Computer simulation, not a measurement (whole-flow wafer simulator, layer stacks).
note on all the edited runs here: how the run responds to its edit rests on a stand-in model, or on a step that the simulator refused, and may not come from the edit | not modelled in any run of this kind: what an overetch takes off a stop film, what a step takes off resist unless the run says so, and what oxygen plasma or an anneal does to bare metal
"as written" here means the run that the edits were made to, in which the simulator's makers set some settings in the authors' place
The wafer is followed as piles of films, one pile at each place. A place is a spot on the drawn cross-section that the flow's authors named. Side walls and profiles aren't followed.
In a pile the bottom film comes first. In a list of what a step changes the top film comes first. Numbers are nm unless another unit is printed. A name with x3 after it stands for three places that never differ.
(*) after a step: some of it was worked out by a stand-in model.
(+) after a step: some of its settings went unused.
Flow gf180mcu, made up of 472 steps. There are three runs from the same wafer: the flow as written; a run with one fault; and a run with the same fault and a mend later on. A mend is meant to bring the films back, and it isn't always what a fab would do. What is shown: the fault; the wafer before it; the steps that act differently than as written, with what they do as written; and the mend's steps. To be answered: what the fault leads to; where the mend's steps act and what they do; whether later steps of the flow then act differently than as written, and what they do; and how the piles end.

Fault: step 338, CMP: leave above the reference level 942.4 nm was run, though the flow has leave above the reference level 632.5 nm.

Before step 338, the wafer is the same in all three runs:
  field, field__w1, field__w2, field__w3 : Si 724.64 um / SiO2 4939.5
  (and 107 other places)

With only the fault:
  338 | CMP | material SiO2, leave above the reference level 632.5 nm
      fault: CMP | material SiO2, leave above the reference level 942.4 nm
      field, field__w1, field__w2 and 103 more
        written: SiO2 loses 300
        fault: nothing
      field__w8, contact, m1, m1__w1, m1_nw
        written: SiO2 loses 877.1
        fault: SiO2 loses 567.2
  Later steps of the flow acting differently than as written (11 more steps, not shown, differ only slightly: by at most 2% or 0.5 nm, whichever is larger):
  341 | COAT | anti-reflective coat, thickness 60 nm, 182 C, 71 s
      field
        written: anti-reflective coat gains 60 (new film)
        fault: anti-reflective coat gains 63.8 (new film)
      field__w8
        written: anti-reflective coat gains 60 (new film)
        fault: anti-reflective coat gains 54.2 (new film)
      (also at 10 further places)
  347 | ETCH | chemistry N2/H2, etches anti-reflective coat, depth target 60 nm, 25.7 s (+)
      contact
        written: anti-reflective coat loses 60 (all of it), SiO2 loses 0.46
        fault: anti-reflective coat loses 54.1 (all of it), SiO2 loses 0.61
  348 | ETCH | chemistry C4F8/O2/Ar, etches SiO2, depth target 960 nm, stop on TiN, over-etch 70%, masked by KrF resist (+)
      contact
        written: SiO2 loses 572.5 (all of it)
        fault: SiO2 loses 882.2 (all of it)
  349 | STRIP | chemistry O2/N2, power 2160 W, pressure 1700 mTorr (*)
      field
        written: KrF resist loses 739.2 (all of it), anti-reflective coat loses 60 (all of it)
        fault: KrF resist loses 737.1 (all of it), anti-reflective coat loses 63.8 (all of it)
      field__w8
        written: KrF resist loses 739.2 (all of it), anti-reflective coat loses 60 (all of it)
        fault: KrF resist loses 738.3 (all of it), anti-reflective coat loses 54.2 (all of it)
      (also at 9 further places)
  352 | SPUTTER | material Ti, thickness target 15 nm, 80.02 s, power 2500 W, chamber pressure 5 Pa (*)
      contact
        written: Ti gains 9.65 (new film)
        fault: Ti gains 8.11 (new film)
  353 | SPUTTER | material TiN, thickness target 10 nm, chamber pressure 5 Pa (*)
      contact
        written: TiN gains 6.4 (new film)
        fault: TiN gains 5.38 (new film)
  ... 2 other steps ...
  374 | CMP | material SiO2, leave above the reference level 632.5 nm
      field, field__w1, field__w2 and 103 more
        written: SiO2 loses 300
        fault: SiO2 loses 290.6
  At field, field__w1, field__w2 and 109 more, the piles at the end differ from the flow's by more than 2% or 0.5 nm, whichever is larger.
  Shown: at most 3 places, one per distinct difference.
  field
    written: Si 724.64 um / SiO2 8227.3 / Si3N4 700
    fault: Si 724.64 um / SiO2 8536.7 / Si3N4 700
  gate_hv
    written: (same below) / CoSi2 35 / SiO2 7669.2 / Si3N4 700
    fault: (same below) / CoSi2 35 / SiO2 7978.6 / Si3N4 700
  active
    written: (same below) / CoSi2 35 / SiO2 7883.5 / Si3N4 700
    fault: (same below) / CoSi2 35 / SiO2 8192.9 / Si3N4 700

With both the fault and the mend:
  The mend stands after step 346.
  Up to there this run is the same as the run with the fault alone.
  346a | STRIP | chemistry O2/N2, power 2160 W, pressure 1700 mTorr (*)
      field__w2, field__w3, field__w6 and 35 more
        KrF resist loses 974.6 (all of it), anti-reflective coat loses 60 (all of it)
      iso_ptap_pw, iso_ntap_nw, iso_nw_fld and 33 more
        KrF resist loses 974.5 (all of it), anti-reflective coat loses 60 (all of it)
      p_well, sti, spacer, sd_n, mim_1p0, pad, dice_street
        KrF resist loses 974.5 (all of it), anti-reflective coat loses 60.1 (all of it)
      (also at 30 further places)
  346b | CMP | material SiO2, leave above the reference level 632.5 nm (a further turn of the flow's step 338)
      field, field__w1, field__w2 and 103 more
        SiO2 loses 300
      field__w8, contact, m1, m1__w1, m1_nw
        SiO2 loses 309.9
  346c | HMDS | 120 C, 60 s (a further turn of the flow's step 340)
      alters no film at any place that is followed
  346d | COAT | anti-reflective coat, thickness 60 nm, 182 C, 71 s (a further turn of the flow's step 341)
      field, field__w1, field__w2 and 108 more
        anti-reflective coat gains 60 (new film)
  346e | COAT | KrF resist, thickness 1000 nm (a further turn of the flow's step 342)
      field, field__w1, field__w2 and 108 more
        KrF resist gains 1000 (new film)
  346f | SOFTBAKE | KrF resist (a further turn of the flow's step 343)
      alters no film at any place that is followed
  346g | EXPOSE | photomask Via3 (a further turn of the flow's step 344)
      alters no film at any place that is followed
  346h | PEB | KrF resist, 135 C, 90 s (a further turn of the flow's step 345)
      field, field__w1, field__w2 and 108 more
        KrF resist loses 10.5
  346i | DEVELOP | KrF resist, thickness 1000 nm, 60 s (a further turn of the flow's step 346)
      field, field__w1, field__w2 and 107 more
        KrF resist loses 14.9
      contact
        KrF resist loses 989.5 (all of it)
  Later steps of the flow that are run all act as written at every place that is followed.
  At every place that both follow, the piles at the end match the flow's.
